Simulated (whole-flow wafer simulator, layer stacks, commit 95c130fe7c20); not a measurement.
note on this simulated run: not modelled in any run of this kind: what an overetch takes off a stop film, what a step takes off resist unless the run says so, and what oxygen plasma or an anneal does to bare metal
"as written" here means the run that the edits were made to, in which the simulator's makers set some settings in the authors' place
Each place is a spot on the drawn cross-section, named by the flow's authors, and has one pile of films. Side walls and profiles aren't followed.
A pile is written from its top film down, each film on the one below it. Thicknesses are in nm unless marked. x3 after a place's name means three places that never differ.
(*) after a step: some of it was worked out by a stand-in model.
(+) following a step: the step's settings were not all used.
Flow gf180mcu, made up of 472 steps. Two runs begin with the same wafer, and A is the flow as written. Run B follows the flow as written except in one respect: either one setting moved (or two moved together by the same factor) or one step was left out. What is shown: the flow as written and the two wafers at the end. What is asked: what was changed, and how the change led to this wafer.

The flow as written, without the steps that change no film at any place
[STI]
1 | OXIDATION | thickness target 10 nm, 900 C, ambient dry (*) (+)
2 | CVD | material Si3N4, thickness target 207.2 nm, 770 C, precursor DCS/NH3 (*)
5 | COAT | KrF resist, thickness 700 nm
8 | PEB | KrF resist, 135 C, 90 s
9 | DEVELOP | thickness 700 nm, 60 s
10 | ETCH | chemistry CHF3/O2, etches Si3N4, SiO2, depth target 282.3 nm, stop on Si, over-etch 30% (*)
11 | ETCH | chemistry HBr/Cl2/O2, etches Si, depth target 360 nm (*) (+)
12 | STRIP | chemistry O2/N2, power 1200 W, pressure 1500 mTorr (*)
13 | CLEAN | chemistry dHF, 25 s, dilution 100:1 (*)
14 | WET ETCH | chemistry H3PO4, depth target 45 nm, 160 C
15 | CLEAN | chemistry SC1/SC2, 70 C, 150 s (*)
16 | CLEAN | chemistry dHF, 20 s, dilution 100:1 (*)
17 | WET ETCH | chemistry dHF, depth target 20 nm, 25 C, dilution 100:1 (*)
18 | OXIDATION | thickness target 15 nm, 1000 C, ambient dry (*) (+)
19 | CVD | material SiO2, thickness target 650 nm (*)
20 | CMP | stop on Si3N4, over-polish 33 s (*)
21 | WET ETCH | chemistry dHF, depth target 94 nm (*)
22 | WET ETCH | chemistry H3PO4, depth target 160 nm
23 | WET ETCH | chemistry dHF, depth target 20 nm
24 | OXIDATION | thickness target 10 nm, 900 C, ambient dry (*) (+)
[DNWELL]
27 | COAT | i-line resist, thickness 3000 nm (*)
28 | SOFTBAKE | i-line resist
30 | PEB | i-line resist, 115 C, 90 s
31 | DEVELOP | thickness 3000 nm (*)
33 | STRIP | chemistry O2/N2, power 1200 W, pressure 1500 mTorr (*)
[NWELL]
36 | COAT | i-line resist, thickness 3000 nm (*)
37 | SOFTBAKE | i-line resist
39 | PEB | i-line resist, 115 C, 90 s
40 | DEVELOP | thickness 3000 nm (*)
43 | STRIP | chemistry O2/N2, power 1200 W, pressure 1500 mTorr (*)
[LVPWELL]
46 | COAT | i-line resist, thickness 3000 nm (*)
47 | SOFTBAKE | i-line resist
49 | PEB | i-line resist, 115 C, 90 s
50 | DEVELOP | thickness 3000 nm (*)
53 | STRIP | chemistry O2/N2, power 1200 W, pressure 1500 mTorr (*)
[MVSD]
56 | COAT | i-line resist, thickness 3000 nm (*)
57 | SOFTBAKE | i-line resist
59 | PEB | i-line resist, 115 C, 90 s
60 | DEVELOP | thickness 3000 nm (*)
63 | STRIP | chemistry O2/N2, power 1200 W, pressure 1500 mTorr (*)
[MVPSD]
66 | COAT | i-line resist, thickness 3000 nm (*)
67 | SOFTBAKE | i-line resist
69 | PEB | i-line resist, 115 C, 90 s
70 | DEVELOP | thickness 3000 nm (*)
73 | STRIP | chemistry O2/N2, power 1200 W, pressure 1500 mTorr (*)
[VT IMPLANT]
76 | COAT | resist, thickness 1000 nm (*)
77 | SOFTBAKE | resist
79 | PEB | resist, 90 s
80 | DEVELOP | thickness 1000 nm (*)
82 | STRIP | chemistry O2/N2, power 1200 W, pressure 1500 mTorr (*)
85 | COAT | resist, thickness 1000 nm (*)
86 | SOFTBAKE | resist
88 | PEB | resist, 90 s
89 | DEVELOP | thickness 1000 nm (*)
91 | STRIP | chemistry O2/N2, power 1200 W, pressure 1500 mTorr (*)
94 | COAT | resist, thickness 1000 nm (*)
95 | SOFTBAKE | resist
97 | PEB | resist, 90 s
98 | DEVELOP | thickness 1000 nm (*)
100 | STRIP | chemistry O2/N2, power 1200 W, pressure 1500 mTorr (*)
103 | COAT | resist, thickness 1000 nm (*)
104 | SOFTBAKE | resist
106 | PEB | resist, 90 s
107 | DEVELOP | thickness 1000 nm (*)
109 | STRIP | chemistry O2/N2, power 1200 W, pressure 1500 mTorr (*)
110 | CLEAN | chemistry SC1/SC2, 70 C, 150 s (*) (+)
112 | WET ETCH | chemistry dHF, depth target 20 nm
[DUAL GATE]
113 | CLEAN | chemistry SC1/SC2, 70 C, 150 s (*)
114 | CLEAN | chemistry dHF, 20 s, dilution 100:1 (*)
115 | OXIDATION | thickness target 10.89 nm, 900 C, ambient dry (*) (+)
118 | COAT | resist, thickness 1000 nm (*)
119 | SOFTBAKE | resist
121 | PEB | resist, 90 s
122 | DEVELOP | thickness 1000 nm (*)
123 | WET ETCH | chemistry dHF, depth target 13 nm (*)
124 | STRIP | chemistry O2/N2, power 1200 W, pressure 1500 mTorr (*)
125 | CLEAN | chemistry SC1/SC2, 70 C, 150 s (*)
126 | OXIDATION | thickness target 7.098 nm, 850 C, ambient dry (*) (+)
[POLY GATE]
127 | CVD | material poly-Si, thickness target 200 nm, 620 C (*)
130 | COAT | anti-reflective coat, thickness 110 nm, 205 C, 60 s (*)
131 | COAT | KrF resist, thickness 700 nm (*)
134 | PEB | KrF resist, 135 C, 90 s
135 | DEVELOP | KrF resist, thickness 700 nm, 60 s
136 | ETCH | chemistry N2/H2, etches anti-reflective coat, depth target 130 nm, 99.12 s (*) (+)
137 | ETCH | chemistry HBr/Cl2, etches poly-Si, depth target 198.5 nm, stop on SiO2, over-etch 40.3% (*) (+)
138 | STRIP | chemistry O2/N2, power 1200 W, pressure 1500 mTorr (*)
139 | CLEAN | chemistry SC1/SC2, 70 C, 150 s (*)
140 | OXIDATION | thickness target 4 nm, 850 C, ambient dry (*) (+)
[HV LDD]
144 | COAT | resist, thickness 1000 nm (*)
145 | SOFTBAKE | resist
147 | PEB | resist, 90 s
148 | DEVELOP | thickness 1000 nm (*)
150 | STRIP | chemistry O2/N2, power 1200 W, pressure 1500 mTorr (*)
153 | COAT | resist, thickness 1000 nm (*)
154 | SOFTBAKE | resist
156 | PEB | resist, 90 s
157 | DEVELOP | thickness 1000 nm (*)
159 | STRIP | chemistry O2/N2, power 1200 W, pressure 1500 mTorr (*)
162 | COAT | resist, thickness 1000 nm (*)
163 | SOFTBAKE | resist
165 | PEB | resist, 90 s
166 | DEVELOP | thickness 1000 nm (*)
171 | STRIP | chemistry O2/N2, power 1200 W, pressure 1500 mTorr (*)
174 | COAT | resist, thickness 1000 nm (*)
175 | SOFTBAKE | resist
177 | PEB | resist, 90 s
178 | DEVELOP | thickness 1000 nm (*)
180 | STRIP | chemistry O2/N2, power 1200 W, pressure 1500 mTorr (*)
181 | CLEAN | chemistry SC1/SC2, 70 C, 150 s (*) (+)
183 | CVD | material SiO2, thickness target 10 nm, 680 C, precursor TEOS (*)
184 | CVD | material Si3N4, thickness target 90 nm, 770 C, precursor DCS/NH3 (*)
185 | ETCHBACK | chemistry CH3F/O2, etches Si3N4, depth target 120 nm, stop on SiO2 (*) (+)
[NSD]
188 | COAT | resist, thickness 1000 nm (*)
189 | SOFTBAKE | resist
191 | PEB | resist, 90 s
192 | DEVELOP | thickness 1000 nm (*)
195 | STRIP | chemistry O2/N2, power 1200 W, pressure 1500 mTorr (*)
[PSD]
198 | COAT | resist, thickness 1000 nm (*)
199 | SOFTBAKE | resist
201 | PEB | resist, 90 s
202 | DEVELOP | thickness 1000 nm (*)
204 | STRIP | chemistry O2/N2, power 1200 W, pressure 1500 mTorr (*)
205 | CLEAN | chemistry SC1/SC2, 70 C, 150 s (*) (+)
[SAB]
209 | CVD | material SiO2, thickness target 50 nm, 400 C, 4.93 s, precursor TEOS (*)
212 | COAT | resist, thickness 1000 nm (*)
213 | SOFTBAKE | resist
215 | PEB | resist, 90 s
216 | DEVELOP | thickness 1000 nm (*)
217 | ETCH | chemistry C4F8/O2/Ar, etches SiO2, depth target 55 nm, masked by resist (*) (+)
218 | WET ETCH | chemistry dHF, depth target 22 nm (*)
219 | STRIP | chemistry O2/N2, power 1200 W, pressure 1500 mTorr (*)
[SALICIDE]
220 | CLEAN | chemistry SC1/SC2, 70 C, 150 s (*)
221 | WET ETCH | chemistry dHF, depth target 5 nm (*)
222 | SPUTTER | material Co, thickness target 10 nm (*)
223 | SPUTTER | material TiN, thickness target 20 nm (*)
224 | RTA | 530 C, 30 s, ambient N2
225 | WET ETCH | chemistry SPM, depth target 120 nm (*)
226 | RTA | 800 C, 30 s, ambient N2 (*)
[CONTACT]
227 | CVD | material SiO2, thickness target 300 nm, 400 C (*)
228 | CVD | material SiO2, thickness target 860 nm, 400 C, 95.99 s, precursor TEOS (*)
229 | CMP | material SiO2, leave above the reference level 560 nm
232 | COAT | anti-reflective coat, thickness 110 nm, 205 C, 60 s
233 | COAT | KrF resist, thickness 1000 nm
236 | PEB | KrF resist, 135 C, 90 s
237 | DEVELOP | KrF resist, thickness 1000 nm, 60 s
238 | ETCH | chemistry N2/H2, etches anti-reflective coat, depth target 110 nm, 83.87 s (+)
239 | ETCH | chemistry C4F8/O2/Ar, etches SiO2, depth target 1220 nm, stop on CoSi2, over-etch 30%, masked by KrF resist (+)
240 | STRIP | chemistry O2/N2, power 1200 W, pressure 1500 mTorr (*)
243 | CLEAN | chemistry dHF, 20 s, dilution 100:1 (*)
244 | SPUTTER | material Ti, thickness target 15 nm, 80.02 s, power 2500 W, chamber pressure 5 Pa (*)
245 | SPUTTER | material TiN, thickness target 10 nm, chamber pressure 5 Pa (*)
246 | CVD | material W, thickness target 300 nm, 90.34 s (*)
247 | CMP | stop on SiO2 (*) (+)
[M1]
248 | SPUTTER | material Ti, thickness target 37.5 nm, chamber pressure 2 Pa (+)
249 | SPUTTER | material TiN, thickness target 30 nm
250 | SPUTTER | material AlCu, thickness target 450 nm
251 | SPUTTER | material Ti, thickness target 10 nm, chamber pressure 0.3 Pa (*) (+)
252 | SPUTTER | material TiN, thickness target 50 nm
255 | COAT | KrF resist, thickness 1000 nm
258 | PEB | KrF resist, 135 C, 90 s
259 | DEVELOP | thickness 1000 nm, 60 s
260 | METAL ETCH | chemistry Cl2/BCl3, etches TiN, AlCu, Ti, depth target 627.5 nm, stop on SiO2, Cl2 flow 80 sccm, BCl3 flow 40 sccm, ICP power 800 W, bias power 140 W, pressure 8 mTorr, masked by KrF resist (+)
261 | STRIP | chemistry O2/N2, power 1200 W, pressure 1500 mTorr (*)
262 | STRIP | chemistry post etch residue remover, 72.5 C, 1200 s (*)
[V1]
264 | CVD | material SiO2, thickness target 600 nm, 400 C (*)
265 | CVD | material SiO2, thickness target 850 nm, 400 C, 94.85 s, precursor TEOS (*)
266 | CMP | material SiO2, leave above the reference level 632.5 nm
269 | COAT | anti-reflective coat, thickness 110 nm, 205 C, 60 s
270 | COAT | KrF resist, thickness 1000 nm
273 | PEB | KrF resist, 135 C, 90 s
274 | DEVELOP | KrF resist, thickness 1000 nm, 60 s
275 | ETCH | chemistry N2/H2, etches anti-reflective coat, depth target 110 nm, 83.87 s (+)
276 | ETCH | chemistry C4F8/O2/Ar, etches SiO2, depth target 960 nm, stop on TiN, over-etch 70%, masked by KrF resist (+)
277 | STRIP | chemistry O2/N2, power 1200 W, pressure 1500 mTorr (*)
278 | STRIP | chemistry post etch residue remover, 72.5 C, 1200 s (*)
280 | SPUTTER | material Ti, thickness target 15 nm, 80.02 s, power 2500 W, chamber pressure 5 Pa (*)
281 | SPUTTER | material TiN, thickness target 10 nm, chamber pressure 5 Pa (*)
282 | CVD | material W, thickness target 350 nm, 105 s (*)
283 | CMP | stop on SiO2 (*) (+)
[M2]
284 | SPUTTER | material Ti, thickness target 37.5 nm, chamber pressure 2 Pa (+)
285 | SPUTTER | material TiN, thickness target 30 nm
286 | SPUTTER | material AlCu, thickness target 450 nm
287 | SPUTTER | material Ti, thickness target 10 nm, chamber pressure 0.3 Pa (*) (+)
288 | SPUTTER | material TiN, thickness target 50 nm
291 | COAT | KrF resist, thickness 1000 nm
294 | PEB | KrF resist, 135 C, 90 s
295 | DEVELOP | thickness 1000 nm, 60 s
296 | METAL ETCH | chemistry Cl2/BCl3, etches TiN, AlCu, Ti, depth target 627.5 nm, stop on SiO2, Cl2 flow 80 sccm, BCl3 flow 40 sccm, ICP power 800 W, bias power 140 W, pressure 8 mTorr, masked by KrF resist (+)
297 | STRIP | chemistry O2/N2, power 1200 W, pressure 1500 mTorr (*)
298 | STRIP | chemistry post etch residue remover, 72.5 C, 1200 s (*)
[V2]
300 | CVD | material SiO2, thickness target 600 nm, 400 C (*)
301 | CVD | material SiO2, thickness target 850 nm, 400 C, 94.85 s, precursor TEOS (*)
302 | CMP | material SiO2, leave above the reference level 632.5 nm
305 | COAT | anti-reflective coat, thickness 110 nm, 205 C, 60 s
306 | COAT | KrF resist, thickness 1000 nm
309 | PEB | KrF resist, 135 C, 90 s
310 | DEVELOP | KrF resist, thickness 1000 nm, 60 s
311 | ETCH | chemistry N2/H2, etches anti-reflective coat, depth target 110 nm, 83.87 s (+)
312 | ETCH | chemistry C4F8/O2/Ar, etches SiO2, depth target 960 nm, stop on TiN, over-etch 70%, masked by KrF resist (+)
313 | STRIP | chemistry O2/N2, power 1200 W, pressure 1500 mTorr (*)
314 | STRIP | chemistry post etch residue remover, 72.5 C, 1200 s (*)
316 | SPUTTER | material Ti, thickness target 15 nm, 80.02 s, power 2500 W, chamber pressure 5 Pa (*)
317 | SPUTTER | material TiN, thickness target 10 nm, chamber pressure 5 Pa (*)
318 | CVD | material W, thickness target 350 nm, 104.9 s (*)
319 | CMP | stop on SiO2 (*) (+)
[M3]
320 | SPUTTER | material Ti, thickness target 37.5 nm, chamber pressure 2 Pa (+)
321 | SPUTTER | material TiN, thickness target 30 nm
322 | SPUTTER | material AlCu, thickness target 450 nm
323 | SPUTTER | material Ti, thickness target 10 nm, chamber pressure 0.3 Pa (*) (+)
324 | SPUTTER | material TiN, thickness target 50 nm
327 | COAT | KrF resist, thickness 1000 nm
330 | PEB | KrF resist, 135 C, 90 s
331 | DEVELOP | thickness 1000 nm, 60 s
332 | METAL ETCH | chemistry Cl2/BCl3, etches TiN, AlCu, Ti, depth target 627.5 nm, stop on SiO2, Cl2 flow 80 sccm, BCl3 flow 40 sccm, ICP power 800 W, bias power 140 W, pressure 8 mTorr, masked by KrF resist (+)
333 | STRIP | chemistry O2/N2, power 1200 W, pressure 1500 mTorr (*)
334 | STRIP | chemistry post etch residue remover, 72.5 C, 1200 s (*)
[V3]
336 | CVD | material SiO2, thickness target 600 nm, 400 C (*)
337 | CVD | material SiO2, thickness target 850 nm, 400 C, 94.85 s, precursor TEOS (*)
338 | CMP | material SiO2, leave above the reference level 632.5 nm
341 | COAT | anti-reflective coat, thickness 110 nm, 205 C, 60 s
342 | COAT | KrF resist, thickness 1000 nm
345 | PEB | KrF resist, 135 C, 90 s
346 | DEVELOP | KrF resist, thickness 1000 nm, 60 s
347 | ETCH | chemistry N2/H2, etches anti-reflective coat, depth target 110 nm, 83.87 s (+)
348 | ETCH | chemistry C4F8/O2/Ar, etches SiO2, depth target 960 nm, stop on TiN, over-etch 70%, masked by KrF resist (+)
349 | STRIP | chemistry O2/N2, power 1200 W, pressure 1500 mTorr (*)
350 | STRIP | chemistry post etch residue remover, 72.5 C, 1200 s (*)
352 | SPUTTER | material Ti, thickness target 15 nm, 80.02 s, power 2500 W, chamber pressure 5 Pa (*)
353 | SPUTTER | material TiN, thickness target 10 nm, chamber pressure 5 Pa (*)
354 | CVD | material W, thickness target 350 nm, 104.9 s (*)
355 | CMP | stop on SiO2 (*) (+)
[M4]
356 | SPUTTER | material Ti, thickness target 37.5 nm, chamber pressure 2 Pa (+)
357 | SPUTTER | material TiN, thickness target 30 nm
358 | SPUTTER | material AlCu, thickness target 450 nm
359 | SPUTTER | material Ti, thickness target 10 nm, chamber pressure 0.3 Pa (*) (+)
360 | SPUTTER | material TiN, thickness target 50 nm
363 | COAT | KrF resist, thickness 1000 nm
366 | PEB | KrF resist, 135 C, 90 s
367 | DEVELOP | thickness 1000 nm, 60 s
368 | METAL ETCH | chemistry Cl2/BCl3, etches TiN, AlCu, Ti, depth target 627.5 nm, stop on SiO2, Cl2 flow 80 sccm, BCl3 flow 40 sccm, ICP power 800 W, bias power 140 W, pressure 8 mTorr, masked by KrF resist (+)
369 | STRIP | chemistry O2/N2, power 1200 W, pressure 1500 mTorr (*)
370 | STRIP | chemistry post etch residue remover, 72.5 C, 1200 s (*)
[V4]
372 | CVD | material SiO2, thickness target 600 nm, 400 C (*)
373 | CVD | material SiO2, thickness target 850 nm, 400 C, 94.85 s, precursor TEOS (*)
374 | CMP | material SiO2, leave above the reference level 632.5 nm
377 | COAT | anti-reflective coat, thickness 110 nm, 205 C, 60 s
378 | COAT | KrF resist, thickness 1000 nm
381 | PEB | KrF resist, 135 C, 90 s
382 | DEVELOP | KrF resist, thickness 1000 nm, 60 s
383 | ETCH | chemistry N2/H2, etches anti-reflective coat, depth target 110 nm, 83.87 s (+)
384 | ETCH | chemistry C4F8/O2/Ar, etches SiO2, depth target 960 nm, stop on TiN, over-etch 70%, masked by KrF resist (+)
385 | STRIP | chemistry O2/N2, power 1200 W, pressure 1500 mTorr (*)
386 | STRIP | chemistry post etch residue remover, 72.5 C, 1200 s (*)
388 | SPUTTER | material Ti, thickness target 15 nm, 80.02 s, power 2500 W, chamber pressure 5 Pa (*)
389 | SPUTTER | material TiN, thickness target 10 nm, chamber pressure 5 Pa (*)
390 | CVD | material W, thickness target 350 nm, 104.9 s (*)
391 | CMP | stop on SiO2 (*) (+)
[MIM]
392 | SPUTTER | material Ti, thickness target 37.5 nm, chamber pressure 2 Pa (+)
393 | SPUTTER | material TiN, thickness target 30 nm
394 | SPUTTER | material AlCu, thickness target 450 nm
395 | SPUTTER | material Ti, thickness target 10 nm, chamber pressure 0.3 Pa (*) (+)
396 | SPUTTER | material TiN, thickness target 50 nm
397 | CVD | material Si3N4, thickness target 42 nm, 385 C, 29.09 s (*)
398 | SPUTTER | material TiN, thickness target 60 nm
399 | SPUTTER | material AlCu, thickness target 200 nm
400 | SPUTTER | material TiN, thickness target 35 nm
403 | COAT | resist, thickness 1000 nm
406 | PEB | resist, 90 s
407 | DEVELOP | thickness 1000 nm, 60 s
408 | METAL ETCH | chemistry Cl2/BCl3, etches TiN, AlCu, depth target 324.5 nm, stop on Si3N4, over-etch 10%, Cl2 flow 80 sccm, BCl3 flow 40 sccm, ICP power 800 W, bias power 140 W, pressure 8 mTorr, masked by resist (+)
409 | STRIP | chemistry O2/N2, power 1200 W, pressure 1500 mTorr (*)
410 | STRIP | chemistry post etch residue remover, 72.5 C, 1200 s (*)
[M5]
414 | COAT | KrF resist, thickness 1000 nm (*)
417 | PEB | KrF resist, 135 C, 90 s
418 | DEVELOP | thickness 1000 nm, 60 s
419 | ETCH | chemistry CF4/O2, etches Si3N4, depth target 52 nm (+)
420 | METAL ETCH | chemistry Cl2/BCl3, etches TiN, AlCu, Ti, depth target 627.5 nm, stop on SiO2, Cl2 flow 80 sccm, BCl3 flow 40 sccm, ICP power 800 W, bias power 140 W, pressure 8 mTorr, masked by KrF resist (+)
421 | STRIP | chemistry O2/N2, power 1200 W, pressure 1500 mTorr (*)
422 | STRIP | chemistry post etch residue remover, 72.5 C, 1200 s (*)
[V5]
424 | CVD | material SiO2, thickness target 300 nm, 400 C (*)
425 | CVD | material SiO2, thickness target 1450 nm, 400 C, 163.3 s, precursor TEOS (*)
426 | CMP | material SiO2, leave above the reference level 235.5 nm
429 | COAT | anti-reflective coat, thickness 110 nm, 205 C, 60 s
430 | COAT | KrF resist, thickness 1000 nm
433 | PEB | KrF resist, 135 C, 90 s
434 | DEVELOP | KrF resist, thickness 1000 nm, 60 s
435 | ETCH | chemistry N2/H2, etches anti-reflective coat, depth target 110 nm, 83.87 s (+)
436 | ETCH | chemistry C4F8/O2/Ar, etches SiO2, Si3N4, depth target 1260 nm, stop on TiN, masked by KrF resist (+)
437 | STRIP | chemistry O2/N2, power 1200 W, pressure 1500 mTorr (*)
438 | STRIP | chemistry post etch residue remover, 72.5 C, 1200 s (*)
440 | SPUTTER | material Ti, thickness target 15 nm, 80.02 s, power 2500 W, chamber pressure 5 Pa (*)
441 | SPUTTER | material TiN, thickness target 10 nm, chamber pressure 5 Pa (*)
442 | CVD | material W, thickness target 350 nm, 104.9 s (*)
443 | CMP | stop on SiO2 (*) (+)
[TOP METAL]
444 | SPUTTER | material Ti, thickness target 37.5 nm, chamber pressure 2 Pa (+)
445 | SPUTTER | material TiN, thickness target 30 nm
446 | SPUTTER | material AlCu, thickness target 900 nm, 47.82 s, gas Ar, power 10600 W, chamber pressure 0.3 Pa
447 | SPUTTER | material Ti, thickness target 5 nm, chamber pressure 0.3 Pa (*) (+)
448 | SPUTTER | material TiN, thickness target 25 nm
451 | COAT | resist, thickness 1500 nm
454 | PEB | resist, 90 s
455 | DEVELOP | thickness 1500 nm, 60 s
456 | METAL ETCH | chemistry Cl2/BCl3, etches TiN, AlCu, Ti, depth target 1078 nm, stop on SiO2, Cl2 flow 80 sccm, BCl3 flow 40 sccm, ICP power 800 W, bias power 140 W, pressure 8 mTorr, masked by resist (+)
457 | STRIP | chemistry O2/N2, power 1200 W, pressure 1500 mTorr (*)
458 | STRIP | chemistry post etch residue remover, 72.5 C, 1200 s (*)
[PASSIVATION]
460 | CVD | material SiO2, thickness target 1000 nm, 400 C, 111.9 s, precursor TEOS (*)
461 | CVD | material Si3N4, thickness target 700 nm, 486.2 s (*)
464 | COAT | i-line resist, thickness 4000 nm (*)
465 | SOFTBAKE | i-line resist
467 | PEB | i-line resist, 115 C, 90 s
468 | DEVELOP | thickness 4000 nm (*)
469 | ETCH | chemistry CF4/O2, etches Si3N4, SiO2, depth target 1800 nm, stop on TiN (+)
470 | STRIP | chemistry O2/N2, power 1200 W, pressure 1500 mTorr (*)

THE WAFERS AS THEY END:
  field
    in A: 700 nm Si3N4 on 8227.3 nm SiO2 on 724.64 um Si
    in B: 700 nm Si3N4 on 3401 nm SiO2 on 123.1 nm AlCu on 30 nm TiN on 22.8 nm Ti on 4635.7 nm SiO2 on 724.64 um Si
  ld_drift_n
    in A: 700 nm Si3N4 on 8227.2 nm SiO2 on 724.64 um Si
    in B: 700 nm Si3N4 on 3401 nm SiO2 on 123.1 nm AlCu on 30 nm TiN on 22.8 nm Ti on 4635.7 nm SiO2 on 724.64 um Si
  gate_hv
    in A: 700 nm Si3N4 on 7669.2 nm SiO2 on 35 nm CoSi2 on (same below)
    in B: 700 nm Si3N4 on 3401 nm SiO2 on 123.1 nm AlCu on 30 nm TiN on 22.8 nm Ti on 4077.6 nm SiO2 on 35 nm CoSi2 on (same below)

Cause: step 356, SPUTTER: thickness target 22.8 nm was run, though the flow has thickness target 37.5 nm; step 368, METAL ETCH: depth target 381.2 nm was run, where the flow has depth target 627.5 nm.

The path from the change to this, step by step:
  356 | SPUTTER | material Ti, thickness target 37.5 nm, chamber pressure 2 Pa (+)
      field, field__w1, field__w2 and 108 more: A +37.5 Ti (new film) | B +22.8 Ti (new film)
  368 | METAL ETCH | chemistry Cl2/BCl3, etches TiN, AlCu, Ti, depth target 627.5 nm, stop on SiO2, Cl2 flow 80 sccm, BCl3 flow 40 sccm, ICP power 800 W, bias power 140 W, pressure 8 mTorr, masked by KrF resist (+)
      field, field__w1, field__w2 and 103 more: A -50 TiN (all of it), -10 Ti (all of it), -450 AlCu (all of it), -30 TiN (all of it), -37.5 Ti (all of it) | B -50 TiN (all of it), -10 Ti (all of it), -321.2 AlCu
      field__w8, contact, m1, m1__w1, m1_nw: A -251 KrF resist | B -152.5 KrF resist
  369 | STRIP | chemistry O2/N2, power 1200 W, pressure 1500 mTorr (*)
      field__w8, contact, m1, m1__w1, m1_nw: A -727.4 KrF resist (all of it) | B -825.9 KrF resist (all of it)
  370 | STRIP | chemistry post etch residue remover, 72.5 C, 1200 s (*)
      field, field__w1, field__w2 and 103 more: A nothing | B -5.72 AlCu
  372 | CVD | material SiO2, thickness target 600 nm, 400 C (*)
      field, field__w1, field__w2 and 103 more: A +600 SiO2 | B +600 SiO2 (new film)
  374 | CMP | material SiO2, leave above the reference level 632.5 nm
      field, field__w1, field__w2 and 103 more: A -300 SiO2 | B -490.6 SiO2
With metal films that touch counted as one body, field has 1 body; the flow as written gives 0 bodies.
With metal films that touch counted as one body, ld_drift_n has 1 body; the flow as written gives 0 bodies.
With metal films that touch counted as one body, gate_hv has 2 bodies (between them, from the top down: SiO2 4077.6); the flow as written gives 1 body.
